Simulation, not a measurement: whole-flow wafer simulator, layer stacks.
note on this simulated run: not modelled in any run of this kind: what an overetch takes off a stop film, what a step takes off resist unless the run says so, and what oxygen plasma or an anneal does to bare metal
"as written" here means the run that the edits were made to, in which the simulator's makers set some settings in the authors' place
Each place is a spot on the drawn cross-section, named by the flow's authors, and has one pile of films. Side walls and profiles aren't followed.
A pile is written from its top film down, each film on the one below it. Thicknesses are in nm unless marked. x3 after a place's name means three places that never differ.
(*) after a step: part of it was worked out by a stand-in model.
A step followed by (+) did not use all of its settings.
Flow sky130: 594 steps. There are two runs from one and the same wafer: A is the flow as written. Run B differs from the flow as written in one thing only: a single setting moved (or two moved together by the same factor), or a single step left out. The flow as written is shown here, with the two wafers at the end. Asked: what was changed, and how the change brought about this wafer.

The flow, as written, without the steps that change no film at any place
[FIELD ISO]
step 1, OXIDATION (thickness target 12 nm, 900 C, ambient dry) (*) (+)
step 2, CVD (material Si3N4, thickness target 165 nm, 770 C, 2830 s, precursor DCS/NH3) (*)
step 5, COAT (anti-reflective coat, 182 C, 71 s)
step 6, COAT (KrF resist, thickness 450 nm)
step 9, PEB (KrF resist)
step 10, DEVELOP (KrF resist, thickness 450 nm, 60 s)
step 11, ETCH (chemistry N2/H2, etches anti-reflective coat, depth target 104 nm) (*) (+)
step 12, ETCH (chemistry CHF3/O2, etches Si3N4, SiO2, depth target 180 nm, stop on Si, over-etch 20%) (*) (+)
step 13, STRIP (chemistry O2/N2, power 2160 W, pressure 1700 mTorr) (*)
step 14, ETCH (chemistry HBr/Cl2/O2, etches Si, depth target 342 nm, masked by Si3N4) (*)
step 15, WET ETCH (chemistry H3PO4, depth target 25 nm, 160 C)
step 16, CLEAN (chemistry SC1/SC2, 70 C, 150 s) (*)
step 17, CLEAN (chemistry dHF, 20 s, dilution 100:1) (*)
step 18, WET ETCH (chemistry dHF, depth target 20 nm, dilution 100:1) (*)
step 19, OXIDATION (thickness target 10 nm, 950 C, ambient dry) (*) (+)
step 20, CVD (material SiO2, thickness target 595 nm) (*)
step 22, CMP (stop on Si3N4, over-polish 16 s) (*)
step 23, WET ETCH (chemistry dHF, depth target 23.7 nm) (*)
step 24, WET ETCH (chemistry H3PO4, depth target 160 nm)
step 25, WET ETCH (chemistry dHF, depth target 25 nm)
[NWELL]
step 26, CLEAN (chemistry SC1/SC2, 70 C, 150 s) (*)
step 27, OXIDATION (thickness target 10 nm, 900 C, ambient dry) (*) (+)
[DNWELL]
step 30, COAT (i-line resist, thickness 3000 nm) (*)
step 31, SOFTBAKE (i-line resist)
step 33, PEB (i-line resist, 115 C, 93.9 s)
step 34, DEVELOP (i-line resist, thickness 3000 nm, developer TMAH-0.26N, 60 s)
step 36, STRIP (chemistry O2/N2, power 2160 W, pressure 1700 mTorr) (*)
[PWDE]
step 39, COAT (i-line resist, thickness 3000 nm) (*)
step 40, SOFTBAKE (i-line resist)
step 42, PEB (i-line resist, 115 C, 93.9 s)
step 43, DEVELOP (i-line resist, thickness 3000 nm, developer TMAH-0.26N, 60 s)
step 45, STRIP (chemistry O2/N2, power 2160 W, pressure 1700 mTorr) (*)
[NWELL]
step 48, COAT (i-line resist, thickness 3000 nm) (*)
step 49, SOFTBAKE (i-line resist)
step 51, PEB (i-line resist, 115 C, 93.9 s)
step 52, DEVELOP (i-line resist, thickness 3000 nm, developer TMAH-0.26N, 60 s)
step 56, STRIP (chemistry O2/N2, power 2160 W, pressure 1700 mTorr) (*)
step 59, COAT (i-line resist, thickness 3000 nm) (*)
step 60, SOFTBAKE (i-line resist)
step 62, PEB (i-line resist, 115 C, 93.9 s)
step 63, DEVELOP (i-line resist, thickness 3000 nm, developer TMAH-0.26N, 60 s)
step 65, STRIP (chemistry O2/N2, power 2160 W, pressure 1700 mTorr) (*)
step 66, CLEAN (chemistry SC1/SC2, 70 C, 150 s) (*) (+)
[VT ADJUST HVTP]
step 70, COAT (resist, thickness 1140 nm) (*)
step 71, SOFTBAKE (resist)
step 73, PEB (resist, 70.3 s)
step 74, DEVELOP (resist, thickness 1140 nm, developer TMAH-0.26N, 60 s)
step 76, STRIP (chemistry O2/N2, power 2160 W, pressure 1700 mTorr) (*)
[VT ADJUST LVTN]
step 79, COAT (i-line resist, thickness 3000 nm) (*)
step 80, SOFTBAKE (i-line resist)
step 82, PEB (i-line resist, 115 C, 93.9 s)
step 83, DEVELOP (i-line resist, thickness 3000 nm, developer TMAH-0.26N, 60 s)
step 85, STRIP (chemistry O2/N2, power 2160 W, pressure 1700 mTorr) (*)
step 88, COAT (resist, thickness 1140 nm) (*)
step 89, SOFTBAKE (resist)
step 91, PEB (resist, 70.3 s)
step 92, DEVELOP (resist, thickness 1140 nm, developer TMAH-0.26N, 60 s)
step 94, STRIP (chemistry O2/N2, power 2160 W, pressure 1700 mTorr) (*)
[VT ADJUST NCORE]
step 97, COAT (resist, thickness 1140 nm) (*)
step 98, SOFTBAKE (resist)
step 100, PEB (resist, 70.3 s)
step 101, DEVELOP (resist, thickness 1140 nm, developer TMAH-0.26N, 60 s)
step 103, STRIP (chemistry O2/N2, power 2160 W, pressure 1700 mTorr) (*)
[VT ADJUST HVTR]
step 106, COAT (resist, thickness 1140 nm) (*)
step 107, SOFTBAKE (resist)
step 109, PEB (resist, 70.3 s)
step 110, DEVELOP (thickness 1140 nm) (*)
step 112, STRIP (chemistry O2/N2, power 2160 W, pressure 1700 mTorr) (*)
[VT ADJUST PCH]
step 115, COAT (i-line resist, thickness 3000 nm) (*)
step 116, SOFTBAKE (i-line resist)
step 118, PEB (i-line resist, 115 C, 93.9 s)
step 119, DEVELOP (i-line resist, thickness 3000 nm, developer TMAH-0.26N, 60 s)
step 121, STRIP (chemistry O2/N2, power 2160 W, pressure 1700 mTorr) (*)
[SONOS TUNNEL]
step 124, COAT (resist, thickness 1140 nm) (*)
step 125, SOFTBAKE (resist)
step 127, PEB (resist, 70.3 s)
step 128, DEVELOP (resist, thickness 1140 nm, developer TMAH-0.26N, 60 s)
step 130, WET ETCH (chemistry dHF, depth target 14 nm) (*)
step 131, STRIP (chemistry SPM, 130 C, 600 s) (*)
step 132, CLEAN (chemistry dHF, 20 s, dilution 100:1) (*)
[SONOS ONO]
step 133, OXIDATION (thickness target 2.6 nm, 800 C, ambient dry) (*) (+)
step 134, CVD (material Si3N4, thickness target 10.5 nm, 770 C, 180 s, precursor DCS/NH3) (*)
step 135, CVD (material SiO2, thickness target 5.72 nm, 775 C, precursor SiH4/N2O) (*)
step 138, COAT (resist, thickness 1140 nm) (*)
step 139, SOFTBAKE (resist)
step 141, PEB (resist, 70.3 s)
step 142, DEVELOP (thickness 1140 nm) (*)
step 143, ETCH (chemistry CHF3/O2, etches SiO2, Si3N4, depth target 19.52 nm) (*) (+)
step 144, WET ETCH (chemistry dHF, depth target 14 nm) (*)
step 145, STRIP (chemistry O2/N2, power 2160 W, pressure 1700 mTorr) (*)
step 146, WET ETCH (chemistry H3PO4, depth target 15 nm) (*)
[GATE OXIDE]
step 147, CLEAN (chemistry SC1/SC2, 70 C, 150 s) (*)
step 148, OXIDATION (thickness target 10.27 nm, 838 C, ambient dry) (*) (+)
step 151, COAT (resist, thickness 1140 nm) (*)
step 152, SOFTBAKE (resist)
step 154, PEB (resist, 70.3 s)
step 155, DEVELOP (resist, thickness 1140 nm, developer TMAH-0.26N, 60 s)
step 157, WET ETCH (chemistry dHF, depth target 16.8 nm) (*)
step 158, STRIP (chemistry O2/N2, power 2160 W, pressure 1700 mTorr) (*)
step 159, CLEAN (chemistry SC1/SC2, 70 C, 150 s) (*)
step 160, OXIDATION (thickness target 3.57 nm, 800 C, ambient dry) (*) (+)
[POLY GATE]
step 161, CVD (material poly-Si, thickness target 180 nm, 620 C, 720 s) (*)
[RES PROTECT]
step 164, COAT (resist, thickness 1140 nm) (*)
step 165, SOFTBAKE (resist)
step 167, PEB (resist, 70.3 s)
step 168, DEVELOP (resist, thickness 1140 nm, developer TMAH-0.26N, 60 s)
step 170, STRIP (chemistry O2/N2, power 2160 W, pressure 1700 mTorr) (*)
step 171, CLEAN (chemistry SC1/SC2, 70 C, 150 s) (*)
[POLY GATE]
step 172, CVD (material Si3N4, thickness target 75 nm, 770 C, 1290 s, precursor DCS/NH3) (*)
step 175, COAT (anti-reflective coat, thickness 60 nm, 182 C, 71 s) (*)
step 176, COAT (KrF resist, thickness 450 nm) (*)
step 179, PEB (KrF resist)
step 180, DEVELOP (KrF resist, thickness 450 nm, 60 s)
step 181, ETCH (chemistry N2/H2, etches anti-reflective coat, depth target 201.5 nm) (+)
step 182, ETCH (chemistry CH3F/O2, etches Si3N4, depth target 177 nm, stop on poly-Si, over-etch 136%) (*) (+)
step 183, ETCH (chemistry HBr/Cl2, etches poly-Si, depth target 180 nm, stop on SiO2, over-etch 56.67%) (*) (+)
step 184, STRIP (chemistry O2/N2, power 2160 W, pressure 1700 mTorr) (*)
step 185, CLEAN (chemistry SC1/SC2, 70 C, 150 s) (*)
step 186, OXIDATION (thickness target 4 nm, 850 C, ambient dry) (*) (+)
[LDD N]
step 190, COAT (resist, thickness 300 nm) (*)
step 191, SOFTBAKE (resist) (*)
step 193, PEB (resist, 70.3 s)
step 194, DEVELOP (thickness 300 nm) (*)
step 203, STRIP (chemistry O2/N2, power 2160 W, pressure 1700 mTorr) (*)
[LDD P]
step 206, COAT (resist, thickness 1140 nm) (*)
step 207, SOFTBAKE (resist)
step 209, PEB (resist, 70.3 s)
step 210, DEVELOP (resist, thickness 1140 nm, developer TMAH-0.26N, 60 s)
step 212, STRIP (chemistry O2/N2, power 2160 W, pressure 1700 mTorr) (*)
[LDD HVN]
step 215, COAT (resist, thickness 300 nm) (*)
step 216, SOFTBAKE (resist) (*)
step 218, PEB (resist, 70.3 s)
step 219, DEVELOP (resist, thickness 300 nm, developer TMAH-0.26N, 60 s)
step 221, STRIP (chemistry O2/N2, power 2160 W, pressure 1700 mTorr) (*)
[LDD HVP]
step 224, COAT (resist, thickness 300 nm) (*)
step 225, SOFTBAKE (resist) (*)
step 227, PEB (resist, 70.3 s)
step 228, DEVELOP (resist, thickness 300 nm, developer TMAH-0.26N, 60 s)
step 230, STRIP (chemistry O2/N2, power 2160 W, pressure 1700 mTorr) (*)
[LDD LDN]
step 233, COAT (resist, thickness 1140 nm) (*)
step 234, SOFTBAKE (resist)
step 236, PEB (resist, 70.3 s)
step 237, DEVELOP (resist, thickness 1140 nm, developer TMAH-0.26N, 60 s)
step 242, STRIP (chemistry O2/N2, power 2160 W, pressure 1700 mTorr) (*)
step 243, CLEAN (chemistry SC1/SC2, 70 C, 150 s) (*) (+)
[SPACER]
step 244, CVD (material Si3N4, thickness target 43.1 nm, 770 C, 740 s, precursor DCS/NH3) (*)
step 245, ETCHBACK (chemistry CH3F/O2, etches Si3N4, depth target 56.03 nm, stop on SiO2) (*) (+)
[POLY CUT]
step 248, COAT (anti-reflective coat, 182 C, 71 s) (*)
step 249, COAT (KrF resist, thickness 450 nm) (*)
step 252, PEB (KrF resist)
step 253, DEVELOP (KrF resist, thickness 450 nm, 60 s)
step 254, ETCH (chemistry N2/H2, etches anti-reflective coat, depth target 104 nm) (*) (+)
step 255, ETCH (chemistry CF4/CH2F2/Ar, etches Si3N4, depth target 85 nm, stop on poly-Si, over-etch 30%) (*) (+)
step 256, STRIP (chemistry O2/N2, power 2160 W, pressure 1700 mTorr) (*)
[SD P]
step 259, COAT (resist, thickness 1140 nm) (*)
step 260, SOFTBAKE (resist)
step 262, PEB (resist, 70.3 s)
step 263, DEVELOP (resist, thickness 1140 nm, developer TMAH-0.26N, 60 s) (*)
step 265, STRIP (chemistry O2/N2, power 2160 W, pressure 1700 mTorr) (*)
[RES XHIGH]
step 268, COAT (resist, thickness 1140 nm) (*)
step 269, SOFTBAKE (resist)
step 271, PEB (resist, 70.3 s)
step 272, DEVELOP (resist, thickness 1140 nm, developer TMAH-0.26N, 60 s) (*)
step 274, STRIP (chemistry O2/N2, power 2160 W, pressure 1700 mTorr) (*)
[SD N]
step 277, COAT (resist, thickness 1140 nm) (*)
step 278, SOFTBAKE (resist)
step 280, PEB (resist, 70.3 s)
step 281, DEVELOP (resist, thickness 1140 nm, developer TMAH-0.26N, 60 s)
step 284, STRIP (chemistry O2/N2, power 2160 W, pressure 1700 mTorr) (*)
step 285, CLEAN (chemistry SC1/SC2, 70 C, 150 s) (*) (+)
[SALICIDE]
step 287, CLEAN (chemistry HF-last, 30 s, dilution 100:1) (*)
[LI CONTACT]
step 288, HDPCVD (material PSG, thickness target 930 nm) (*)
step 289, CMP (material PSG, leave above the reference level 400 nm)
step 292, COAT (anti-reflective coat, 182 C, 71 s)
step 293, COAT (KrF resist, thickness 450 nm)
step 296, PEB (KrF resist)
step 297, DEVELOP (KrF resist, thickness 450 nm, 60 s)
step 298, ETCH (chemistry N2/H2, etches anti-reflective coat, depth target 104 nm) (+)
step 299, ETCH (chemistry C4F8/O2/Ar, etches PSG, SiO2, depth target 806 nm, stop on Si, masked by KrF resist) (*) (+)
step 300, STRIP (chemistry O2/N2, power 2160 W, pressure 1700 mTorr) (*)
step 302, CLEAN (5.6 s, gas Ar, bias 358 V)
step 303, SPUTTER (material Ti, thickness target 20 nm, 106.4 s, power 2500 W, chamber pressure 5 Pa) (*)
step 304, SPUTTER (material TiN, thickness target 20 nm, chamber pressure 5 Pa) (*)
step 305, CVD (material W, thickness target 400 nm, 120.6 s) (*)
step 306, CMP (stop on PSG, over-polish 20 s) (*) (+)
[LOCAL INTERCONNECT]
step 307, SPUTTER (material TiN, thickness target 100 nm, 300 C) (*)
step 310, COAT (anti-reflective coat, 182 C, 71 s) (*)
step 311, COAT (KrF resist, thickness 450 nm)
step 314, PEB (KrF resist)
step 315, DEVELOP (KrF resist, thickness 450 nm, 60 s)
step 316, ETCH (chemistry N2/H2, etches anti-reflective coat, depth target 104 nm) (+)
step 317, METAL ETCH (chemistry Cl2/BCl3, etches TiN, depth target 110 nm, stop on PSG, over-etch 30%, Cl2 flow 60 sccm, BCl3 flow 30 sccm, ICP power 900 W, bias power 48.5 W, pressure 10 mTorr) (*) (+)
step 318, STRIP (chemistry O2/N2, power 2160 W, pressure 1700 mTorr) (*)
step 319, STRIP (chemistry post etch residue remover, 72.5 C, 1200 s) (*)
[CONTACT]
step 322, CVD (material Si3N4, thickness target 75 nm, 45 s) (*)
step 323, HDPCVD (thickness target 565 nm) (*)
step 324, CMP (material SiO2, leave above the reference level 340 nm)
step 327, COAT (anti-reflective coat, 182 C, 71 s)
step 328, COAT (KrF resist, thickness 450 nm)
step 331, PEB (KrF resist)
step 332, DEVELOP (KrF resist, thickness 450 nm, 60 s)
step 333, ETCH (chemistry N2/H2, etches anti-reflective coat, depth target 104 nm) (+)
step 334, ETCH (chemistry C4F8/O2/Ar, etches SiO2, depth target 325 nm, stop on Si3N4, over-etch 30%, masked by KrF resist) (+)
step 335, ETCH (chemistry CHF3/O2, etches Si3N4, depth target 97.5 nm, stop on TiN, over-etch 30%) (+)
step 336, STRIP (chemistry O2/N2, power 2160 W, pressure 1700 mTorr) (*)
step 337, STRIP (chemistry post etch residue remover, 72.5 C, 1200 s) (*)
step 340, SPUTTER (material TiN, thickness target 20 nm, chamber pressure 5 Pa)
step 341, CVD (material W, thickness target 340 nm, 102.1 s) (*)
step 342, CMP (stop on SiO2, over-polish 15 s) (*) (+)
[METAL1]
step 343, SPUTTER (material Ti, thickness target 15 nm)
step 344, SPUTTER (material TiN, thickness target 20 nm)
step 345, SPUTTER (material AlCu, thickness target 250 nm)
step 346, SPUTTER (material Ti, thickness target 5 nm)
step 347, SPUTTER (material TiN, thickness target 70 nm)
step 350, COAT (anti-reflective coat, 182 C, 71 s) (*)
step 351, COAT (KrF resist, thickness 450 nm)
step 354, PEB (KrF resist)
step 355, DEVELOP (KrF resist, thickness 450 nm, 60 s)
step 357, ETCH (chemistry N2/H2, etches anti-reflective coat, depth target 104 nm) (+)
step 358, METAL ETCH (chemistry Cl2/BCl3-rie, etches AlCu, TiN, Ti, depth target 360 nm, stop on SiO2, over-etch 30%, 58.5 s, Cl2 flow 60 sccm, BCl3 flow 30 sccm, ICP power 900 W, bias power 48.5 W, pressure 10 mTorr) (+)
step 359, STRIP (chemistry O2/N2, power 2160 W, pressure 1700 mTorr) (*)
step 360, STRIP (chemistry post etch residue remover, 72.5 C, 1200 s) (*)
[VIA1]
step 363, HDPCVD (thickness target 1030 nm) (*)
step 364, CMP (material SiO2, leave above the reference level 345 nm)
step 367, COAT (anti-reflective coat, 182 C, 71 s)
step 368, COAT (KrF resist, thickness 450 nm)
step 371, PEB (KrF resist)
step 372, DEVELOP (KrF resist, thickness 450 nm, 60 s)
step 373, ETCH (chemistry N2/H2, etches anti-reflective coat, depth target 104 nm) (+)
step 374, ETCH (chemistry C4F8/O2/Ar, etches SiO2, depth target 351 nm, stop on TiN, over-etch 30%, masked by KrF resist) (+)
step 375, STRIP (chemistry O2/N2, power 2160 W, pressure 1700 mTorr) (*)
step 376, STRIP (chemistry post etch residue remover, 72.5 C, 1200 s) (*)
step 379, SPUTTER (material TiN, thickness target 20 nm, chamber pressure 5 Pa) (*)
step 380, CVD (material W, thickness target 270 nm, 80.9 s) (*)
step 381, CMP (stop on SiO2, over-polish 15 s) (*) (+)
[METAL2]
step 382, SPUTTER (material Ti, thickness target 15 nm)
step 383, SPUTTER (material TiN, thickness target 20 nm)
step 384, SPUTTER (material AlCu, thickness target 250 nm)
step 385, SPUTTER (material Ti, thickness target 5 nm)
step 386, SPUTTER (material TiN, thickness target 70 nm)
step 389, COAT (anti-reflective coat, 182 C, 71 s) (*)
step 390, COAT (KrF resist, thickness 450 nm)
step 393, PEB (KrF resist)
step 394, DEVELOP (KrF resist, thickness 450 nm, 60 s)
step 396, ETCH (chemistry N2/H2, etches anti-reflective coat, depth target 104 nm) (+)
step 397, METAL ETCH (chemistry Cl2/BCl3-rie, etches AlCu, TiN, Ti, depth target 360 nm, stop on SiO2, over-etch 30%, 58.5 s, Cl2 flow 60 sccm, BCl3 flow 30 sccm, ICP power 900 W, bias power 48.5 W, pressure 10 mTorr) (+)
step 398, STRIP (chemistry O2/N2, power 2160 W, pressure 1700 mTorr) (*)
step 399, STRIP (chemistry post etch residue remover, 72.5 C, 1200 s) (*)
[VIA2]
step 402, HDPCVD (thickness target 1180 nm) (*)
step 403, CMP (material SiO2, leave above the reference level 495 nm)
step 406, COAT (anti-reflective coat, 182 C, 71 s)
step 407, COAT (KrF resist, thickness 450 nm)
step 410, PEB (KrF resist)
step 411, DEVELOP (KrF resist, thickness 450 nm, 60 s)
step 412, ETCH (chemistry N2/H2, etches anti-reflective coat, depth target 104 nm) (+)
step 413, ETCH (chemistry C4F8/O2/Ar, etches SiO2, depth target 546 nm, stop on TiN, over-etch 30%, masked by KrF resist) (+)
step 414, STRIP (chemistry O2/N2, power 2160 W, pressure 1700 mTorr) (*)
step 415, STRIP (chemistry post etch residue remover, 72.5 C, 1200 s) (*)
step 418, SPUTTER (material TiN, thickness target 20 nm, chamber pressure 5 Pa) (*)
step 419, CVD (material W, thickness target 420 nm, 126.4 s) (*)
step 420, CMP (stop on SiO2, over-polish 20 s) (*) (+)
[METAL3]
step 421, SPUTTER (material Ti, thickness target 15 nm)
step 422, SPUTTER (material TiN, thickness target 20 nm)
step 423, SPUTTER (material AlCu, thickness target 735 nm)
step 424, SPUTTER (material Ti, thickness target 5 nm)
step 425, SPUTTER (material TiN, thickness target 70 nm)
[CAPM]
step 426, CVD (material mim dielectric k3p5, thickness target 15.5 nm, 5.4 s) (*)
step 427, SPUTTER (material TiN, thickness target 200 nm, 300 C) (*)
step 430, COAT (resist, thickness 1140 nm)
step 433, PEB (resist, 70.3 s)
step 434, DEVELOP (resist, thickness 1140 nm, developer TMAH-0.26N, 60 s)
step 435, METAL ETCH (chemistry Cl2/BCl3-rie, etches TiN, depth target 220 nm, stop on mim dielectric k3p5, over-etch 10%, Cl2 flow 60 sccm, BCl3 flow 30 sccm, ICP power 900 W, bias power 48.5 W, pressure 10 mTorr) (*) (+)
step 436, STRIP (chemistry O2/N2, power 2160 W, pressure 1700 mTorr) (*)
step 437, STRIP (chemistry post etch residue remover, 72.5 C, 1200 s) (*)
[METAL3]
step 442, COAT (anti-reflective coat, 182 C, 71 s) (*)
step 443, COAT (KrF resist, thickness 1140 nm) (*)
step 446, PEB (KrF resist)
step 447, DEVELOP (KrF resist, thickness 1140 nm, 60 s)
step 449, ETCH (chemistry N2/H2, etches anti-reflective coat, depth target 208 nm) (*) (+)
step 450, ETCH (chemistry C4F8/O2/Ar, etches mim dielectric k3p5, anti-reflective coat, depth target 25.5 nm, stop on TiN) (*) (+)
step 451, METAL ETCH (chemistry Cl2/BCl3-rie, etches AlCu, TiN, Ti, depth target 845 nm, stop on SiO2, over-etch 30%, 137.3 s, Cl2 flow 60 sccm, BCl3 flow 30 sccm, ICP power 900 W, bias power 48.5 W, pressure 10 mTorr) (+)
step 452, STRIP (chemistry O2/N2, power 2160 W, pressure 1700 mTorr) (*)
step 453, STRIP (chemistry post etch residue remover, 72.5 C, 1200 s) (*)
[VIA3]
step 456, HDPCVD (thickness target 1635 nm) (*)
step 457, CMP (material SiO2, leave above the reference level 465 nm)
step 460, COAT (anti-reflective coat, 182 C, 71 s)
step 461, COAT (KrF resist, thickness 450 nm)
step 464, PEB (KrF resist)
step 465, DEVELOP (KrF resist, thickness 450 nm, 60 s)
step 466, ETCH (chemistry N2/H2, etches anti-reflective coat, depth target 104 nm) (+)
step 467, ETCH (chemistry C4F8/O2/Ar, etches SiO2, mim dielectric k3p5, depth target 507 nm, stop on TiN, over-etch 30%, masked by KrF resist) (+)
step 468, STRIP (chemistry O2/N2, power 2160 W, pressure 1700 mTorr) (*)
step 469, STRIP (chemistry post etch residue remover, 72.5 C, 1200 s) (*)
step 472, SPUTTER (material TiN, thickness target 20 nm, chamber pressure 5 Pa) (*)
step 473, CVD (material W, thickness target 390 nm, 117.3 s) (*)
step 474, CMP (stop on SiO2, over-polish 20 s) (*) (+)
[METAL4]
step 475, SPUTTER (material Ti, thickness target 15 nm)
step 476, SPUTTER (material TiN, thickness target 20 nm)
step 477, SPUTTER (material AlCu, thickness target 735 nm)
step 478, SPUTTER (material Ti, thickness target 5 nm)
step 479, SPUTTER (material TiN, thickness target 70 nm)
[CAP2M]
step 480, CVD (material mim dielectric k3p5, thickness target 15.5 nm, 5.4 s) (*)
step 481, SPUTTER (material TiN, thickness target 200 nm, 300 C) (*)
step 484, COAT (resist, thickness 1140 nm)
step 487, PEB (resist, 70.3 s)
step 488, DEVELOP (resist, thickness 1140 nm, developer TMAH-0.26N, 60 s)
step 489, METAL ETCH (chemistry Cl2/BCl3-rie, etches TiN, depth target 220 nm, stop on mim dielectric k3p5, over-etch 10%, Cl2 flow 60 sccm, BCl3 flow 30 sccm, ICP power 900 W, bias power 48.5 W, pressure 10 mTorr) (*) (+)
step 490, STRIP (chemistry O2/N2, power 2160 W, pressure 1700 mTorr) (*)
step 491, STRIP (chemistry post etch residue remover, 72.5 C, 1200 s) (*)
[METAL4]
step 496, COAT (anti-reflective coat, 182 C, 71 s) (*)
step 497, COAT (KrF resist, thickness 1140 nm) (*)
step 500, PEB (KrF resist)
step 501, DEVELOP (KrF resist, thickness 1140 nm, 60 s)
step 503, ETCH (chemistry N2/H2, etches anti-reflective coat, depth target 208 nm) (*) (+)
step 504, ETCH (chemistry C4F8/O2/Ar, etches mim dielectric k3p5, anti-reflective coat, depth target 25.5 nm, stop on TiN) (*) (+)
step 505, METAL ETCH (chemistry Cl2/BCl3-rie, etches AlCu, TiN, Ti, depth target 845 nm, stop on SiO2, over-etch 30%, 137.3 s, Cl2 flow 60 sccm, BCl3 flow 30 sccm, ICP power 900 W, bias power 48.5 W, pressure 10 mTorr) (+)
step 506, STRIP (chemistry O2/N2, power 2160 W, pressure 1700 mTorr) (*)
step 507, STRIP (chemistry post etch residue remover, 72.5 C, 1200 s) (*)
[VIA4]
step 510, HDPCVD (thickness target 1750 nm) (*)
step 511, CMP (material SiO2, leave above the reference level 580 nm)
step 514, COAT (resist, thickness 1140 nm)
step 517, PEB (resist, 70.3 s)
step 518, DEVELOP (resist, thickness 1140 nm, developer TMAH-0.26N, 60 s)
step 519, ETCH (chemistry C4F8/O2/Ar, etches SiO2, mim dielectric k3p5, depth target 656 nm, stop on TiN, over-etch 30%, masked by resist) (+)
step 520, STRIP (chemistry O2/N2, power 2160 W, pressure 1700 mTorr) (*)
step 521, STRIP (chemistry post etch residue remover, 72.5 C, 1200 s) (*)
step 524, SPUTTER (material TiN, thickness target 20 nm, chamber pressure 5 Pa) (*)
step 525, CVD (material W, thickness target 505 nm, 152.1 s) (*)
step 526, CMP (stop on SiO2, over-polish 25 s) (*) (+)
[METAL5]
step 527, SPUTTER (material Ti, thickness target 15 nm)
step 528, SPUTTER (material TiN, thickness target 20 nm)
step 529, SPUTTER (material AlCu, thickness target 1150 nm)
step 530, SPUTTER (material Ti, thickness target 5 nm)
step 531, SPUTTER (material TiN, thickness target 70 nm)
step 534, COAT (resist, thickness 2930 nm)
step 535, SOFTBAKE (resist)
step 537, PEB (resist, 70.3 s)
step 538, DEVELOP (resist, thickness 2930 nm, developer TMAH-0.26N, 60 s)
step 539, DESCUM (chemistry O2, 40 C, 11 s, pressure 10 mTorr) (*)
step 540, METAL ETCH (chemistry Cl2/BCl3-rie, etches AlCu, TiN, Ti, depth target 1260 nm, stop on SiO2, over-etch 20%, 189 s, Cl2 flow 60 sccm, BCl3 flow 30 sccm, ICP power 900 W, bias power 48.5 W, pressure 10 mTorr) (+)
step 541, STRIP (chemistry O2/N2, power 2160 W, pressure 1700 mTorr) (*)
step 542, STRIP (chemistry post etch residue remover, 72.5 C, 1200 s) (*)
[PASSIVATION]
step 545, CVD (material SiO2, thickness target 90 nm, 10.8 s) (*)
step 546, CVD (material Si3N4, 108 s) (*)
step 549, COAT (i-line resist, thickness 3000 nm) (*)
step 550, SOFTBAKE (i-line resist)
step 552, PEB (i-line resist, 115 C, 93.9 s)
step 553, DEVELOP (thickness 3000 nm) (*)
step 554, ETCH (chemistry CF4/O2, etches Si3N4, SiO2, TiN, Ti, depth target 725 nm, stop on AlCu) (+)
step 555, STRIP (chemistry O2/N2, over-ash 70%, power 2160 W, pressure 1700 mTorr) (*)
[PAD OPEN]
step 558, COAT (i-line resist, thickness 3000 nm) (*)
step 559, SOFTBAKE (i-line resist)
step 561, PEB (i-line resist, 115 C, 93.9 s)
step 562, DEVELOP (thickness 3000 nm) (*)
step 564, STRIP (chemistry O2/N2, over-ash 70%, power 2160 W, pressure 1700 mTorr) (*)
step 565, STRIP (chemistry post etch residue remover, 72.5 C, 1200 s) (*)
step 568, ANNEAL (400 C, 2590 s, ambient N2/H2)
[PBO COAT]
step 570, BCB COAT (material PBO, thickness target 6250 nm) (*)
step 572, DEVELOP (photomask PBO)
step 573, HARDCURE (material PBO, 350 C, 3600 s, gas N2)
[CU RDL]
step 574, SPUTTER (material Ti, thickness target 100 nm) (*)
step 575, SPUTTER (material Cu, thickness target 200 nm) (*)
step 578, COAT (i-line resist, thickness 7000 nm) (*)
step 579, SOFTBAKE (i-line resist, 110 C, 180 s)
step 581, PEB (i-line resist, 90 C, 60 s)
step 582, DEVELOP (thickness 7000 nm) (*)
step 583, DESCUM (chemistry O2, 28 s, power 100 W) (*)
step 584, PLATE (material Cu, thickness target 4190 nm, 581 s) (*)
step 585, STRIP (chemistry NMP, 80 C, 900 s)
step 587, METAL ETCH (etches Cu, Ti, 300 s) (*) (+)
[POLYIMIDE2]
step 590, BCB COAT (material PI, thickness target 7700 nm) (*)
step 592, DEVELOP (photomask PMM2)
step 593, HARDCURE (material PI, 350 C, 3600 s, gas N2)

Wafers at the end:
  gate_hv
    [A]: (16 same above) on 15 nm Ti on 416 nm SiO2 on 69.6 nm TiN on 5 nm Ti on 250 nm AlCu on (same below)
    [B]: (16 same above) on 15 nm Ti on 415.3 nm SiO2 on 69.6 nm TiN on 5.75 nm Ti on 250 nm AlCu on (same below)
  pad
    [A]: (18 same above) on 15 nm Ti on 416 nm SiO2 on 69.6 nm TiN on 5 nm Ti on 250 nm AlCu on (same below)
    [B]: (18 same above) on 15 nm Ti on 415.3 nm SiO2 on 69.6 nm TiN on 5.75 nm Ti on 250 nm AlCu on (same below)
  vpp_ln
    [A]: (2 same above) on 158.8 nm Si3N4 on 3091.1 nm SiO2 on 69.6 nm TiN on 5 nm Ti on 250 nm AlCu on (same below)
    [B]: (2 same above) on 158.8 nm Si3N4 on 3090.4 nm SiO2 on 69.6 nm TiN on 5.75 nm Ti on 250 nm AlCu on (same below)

The reason: step 385, SPUTTER: thickness target 5.75 nm was run, though the flow has thickness target 5 nm.
The wafer itself shows it: gate_hv has Ti 5.75, and step 385 as written asks for 5 nm.

How this came from the change, step by step:
  step 385, SPUTTER (material Ti, thickness target 5 nm)
      field, active, n_well and 188 more: A Ti gains 5 (new film) | B Ti gains 5.75 (new film)
  step 397, METAL ETCH (chemistry Cl2/BCl3-rie, etches AlCu, TiN, Ti, depth target 360 nm, stop on SiO2, over-etch 30%, 58.5 s, Cl2 flow 60 sccm, BCl3 flow 30 sccm, ICP power 900 W, bias power 48.5 W, pressure 10 mTorr) (+)
      field, active, gate and 82 more: A TiN loses 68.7 (all of it), Ti loses 5 (all of it), AlCu loses 250 (all of it), TiN loses 20 (all of it), Ti loses 15 (all of it), SiO2 loses 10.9 | B TiN loses 68.7 (all of it), Ti loses 5.75 (all of it), AlCu loses 250 (all of it), TiN loses 20 (all of it), Ti loses 15 (all of it), SiO2 loses 10.9
